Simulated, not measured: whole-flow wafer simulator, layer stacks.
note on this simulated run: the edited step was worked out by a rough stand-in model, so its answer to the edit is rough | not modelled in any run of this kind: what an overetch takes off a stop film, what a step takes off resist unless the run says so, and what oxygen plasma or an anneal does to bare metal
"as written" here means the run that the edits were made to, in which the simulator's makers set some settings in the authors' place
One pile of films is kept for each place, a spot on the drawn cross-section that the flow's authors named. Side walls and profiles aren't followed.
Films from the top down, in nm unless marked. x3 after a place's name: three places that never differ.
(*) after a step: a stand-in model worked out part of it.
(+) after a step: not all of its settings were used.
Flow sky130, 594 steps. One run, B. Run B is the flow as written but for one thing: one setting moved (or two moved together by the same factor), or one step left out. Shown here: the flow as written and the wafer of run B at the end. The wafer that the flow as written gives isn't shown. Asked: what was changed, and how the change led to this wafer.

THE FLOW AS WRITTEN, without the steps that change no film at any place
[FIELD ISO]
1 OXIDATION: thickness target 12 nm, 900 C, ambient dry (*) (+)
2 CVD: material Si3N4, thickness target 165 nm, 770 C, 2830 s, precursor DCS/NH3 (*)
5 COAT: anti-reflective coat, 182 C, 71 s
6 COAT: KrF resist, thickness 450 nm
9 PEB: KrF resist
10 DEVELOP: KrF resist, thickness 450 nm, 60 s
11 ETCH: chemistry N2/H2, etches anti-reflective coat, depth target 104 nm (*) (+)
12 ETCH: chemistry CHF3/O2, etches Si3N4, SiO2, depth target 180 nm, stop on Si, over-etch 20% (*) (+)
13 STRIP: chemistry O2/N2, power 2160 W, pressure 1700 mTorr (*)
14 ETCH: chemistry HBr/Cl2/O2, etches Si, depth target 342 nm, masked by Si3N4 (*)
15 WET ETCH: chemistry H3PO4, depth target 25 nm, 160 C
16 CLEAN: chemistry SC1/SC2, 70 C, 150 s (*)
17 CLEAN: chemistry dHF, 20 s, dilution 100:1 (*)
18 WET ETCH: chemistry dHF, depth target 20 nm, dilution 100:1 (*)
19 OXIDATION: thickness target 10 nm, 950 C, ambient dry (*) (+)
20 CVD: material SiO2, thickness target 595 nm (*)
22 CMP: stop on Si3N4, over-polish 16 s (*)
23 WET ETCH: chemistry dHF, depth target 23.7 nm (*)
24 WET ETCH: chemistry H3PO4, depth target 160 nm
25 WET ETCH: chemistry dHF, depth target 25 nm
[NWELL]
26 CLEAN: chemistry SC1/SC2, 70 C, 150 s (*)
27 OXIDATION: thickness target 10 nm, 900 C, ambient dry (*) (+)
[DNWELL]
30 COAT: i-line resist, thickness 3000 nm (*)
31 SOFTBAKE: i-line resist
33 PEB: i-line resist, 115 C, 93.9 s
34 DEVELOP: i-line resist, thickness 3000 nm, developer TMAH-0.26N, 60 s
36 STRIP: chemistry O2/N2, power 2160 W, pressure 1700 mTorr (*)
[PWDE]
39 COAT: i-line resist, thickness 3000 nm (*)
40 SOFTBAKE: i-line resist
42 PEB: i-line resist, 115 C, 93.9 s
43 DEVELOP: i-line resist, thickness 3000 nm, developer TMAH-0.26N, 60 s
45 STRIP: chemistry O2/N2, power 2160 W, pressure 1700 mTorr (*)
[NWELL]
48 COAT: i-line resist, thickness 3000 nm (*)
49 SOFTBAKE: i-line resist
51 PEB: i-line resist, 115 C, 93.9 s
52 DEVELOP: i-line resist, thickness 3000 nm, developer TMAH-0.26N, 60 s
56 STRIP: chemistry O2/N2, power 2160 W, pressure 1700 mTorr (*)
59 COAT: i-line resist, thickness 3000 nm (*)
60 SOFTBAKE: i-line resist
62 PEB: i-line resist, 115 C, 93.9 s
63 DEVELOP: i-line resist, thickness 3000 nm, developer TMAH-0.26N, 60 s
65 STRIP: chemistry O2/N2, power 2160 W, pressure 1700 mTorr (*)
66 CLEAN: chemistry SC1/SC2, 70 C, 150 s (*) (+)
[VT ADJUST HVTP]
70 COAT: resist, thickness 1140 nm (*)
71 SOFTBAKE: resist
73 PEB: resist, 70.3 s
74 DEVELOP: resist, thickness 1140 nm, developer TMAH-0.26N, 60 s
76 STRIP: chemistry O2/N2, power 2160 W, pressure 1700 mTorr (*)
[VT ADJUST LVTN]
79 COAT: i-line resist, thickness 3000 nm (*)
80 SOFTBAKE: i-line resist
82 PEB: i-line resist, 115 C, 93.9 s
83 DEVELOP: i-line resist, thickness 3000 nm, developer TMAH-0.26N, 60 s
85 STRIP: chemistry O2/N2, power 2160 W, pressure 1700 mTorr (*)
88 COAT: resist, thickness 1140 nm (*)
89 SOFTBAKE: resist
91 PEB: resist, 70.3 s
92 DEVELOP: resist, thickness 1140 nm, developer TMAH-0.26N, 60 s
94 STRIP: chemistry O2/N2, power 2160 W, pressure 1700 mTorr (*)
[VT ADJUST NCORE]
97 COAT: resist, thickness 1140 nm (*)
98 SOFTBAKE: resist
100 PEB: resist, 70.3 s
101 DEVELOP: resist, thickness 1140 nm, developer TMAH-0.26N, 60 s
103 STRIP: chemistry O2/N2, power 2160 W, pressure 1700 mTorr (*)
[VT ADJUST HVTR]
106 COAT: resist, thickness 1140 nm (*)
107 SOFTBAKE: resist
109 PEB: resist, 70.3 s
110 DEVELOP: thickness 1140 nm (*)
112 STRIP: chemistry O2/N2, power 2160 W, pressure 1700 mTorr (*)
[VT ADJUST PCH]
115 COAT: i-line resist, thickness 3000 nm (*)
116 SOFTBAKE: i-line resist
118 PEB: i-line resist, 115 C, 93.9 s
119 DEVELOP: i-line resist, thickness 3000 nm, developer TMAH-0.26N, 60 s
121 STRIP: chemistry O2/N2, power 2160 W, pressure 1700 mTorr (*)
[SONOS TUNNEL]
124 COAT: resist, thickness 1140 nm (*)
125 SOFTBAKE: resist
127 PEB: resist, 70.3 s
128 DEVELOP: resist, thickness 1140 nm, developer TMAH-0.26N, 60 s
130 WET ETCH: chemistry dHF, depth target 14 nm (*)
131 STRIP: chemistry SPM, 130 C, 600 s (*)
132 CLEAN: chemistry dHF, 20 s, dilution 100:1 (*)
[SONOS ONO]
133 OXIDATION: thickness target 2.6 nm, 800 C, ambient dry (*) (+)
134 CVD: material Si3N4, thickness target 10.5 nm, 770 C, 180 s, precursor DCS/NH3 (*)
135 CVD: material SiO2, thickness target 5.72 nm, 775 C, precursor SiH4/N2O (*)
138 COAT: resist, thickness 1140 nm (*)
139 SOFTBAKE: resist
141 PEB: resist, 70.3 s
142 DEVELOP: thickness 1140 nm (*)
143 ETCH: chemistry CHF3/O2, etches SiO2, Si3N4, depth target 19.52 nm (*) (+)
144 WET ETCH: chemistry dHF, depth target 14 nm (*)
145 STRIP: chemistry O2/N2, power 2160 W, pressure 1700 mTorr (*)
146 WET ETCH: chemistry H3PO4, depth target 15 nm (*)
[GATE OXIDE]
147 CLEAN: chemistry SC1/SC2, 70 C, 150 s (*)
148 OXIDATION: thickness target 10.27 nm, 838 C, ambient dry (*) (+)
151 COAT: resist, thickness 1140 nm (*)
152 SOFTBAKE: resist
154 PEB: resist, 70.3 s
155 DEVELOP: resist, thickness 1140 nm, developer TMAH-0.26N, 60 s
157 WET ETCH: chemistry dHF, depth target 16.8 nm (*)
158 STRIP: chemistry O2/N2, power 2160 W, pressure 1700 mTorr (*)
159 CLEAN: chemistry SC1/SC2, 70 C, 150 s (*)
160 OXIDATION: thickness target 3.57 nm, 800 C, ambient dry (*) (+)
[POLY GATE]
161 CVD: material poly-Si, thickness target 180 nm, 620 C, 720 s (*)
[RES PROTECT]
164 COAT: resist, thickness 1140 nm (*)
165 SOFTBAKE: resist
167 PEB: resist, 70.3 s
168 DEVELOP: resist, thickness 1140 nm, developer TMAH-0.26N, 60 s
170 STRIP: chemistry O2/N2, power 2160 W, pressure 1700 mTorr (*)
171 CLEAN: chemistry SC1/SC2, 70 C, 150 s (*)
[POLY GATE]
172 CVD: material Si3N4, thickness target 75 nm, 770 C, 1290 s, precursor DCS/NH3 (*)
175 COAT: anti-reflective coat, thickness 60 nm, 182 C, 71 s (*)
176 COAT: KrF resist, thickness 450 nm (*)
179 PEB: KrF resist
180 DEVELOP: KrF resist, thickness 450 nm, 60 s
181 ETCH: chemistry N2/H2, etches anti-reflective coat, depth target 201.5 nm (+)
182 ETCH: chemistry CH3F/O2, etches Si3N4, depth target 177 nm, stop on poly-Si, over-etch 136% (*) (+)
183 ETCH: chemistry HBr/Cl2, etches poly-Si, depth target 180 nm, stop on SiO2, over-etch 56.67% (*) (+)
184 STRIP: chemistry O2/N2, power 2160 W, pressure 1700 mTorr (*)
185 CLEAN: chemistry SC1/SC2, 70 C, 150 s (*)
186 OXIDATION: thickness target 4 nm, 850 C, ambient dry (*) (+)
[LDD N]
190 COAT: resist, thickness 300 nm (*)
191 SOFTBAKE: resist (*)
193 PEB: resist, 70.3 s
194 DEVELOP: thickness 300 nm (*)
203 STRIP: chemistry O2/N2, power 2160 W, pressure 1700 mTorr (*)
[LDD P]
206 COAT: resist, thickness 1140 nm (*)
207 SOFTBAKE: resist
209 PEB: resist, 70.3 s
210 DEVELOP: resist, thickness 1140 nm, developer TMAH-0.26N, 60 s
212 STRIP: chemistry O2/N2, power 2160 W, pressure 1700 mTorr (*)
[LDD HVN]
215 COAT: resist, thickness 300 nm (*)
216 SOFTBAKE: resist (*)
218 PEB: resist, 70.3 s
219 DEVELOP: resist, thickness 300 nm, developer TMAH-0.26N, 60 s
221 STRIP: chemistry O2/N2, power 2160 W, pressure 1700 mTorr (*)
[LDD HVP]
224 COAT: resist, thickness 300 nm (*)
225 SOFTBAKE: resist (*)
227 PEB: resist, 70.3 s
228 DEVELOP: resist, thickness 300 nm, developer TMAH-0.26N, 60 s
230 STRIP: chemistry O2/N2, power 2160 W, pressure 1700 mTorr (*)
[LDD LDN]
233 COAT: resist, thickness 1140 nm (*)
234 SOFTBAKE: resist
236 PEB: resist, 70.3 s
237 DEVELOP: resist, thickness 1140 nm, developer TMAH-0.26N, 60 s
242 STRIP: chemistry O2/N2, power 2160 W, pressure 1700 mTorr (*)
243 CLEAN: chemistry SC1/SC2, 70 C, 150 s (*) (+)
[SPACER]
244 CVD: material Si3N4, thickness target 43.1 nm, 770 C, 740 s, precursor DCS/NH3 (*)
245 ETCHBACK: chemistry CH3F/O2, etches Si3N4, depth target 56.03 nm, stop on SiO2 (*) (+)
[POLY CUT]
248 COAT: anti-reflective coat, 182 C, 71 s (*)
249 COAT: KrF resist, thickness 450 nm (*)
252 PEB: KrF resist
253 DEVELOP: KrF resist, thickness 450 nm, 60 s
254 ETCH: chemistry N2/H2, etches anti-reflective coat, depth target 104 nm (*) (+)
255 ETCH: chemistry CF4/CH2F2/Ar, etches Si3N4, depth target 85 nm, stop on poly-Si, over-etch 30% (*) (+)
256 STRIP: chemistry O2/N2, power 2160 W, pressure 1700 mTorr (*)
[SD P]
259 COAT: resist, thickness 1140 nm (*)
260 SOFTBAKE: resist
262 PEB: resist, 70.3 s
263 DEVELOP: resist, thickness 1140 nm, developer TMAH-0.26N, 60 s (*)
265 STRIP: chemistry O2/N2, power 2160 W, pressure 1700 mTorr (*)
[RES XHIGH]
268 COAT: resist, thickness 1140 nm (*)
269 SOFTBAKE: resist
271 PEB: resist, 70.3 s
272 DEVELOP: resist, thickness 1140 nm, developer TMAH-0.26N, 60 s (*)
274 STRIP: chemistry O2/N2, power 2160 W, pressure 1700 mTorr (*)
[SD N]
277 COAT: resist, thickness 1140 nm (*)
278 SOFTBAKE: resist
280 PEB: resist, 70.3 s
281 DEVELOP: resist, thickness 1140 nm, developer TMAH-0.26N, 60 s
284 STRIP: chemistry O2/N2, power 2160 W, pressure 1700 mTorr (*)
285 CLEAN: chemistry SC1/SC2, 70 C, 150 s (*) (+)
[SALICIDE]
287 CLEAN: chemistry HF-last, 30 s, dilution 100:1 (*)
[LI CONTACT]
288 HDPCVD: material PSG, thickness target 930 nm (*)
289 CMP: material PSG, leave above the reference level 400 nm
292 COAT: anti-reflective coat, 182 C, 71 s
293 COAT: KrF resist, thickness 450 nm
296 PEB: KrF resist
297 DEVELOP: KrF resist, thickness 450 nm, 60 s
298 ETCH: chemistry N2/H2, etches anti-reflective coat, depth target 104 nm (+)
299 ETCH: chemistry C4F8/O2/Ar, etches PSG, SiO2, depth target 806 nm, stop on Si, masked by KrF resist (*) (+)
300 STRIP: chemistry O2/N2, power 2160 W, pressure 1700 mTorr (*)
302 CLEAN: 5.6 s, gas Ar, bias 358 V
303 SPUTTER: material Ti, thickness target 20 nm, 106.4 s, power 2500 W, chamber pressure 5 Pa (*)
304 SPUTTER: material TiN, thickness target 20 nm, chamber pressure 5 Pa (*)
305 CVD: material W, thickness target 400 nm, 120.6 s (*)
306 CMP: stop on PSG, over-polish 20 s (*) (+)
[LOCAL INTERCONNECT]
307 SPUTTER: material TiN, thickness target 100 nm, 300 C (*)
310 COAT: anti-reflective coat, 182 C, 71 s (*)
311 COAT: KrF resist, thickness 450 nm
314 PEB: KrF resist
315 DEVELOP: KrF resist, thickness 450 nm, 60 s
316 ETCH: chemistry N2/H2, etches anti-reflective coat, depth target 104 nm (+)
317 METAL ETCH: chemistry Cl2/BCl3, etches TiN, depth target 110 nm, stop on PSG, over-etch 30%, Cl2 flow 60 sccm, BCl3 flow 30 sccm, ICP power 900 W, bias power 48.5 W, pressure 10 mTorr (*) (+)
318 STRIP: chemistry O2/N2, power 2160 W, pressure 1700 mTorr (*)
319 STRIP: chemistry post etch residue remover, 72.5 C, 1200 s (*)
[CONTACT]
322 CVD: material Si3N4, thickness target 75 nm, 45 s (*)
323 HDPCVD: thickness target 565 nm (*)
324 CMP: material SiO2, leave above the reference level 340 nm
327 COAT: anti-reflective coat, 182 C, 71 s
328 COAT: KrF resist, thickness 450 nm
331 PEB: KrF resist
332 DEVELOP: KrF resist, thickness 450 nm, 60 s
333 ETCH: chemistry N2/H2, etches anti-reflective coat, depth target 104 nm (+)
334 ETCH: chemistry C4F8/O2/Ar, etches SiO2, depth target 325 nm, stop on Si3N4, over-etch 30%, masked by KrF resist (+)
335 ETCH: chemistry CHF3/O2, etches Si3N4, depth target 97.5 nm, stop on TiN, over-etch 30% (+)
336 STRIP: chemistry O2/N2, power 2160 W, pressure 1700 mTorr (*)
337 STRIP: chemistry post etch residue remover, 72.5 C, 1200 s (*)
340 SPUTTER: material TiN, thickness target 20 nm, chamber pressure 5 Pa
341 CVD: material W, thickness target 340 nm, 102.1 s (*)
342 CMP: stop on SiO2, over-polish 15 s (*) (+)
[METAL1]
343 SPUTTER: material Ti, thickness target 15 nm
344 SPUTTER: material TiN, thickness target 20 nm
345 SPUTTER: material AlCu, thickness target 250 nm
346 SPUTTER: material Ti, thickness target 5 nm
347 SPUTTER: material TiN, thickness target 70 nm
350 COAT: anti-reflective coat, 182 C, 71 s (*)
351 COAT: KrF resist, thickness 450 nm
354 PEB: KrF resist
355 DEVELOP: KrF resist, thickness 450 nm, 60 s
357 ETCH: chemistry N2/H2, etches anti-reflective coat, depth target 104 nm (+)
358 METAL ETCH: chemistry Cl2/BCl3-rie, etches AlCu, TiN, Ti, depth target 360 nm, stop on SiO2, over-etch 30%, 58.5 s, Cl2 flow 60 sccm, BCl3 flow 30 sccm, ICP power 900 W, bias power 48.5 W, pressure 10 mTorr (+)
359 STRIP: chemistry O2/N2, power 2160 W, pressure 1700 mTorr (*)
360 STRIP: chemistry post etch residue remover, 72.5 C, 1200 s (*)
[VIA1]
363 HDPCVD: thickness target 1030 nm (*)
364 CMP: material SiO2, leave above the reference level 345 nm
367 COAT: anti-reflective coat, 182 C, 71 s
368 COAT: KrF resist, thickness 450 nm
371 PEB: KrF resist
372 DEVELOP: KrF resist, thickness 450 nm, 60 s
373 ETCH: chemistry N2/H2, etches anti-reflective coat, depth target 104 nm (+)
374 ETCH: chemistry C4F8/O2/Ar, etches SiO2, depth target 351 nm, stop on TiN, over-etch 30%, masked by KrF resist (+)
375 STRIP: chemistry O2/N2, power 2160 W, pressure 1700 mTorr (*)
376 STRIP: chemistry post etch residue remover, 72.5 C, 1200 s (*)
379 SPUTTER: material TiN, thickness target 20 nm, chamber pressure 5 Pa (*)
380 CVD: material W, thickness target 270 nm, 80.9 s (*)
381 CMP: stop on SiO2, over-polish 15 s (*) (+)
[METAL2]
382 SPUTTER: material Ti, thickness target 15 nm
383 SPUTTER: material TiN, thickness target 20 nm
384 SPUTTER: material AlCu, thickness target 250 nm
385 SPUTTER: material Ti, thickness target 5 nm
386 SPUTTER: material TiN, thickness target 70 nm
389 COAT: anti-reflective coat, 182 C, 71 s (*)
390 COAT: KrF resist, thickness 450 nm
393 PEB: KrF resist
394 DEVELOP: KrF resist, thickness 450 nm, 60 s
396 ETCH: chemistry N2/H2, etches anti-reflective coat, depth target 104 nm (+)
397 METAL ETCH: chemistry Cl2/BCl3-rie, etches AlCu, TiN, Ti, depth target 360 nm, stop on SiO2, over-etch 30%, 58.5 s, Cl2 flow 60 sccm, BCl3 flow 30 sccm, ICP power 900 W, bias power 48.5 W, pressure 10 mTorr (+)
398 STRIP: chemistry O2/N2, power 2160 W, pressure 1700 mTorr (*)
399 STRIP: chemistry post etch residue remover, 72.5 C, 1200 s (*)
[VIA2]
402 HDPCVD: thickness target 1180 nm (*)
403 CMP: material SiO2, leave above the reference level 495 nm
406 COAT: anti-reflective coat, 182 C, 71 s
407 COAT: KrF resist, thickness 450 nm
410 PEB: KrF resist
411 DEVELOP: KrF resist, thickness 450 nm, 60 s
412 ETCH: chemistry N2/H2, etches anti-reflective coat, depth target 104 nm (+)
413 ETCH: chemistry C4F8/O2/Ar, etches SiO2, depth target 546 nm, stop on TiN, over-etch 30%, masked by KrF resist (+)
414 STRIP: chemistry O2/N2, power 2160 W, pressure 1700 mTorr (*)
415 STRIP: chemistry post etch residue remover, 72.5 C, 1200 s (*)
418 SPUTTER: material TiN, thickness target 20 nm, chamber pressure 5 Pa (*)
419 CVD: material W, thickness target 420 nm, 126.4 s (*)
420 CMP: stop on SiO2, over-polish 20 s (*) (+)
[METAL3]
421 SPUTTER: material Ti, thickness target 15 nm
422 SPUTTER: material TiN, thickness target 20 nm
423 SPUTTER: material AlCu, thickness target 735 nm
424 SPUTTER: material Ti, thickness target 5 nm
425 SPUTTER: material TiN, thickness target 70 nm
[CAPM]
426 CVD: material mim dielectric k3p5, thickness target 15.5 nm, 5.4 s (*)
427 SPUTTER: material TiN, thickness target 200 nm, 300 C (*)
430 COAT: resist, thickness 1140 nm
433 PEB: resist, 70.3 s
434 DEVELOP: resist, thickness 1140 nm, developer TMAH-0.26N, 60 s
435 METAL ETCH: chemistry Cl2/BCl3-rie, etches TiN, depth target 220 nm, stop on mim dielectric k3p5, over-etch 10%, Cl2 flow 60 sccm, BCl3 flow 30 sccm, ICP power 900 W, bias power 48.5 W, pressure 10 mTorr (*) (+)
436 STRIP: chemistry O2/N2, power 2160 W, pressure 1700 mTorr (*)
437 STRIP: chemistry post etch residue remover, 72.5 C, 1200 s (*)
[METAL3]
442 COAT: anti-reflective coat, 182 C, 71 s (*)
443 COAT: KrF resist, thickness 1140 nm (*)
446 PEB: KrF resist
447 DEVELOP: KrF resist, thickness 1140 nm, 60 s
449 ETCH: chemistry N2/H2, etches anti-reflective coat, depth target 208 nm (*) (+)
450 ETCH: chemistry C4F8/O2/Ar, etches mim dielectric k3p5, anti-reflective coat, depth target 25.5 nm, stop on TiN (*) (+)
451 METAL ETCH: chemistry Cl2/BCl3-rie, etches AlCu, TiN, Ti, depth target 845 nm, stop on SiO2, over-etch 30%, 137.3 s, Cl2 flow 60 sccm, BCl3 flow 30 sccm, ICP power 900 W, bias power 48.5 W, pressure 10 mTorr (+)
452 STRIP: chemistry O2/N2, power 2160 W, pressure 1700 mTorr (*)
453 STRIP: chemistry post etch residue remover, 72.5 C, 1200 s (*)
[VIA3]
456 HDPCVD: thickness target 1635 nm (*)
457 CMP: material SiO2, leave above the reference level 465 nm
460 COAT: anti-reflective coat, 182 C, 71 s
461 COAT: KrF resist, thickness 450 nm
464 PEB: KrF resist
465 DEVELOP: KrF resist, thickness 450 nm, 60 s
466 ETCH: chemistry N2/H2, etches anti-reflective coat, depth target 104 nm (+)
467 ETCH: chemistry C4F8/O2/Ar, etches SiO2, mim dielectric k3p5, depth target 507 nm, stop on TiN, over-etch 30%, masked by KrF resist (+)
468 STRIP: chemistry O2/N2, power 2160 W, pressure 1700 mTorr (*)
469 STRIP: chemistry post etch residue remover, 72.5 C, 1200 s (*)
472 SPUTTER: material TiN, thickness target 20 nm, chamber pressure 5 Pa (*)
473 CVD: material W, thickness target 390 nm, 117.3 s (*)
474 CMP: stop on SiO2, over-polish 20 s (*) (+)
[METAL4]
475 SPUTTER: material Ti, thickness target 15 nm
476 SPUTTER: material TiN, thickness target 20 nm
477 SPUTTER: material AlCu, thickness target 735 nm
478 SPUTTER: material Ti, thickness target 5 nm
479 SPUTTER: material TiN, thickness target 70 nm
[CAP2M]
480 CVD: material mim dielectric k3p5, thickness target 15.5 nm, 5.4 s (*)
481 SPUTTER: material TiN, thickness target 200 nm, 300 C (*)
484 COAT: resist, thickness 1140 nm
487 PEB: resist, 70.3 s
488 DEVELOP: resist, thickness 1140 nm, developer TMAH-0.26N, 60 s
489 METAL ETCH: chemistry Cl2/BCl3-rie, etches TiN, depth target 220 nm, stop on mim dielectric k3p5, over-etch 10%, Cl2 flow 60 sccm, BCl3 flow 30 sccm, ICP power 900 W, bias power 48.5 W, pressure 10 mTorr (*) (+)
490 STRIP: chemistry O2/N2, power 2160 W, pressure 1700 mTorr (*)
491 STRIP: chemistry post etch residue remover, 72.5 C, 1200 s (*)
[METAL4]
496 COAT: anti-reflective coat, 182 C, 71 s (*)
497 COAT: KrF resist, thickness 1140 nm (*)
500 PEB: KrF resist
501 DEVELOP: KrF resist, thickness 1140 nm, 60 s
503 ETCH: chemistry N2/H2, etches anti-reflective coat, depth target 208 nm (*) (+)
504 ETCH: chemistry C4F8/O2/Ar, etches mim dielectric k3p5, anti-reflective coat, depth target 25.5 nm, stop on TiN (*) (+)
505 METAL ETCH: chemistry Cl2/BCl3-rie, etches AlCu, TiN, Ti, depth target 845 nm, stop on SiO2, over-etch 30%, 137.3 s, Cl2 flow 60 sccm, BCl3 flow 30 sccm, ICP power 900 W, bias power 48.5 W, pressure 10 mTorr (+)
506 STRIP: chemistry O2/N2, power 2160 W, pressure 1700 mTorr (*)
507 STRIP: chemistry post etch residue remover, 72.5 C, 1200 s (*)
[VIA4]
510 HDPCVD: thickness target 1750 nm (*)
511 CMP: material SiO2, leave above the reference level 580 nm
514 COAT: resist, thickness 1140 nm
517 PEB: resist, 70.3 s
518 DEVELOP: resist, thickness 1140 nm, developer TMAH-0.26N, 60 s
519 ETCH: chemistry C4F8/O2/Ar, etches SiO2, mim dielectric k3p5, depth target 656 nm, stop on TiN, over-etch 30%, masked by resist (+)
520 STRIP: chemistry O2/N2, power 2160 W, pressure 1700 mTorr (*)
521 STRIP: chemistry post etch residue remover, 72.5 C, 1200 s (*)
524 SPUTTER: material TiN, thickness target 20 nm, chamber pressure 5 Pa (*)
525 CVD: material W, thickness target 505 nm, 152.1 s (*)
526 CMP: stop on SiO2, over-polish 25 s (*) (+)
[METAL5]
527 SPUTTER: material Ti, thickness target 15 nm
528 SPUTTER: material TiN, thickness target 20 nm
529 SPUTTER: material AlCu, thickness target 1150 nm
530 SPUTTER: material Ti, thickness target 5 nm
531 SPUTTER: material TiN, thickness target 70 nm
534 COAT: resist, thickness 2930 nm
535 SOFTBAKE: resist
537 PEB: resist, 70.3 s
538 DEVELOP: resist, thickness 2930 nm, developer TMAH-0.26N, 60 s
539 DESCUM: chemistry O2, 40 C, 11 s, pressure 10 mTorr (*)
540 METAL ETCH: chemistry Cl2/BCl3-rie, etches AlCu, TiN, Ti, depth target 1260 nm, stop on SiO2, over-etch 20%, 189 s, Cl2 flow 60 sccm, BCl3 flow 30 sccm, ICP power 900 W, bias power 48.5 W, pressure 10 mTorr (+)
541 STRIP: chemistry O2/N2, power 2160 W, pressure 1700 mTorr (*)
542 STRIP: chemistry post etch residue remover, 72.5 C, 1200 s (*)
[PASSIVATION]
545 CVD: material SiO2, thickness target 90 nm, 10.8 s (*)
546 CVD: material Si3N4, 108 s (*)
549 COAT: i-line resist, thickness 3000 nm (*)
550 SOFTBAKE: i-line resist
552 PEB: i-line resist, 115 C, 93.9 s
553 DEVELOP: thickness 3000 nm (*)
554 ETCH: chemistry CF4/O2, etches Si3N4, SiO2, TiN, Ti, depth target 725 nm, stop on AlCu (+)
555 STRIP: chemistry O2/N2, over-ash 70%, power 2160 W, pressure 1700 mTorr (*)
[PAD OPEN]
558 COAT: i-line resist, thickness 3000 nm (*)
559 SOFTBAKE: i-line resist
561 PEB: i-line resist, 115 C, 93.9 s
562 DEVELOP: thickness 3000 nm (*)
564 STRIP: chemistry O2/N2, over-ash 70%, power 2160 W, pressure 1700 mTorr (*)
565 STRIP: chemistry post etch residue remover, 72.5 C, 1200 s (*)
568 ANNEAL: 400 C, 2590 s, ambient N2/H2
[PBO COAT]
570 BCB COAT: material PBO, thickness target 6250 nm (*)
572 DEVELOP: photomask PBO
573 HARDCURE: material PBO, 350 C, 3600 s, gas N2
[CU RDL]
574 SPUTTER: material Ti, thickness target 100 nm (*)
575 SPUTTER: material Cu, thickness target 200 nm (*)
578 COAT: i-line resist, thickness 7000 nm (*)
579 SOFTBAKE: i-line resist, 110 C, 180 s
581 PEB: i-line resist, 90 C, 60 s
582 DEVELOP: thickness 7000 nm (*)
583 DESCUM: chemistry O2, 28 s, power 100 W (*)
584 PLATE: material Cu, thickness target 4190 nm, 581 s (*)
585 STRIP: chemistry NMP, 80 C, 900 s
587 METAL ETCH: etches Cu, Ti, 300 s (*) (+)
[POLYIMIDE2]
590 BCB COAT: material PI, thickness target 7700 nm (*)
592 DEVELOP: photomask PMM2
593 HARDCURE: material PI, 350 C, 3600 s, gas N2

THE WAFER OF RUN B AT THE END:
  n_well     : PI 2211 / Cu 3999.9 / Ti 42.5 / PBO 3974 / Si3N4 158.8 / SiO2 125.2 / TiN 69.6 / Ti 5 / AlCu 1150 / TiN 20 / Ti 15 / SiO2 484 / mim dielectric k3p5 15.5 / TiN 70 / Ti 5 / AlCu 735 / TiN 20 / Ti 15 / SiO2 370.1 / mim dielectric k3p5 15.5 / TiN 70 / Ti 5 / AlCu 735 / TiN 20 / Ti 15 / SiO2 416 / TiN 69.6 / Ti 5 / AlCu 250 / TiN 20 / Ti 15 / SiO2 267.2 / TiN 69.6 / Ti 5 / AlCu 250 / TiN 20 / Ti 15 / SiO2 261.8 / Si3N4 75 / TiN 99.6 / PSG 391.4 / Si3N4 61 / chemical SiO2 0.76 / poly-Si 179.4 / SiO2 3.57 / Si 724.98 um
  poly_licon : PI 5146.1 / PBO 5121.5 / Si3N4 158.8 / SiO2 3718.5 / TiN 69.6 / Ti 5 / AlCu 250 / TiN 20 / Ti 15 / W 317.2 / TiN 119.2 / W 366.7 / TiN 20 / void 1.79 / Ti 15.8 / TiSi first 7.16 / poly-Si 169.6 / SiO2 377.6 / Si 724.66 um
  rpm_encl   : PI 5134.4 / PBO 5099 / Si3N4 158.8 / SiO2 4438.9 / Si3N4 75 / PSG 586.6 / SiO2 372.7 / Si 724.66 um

The cause: step 574, SPUTTER: thickness target 42.5 nm was run, where the flow has thickness target 100 nm.
It can be read off the wafer: n_well has Ti 42.5, and step 574 as written asks for 100 nm.

How the change led to this, step by step:
  574 SPUTTER: material Ti, thickness target 100 nm (*)
      field, active, n_well and 190 more: Ti +42.5 (new film) (as written it would be: Ti +100 (new film))
  587 METAL ETCH: etches Cu, Ti, 300 s (*) (+)
      field, active, gate and 167 more: Cu -200 (all of it), Ti -42.5 (all of it) (as written it would be: Cu -200 (all of it), Ti -100 (all of it))
  590 BCB COAT: material PI, thickness target 7700 nm (*)
      de16_gate_nw: PI +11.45 um (new film) (as written it would be: PI +11.5 um (new film))
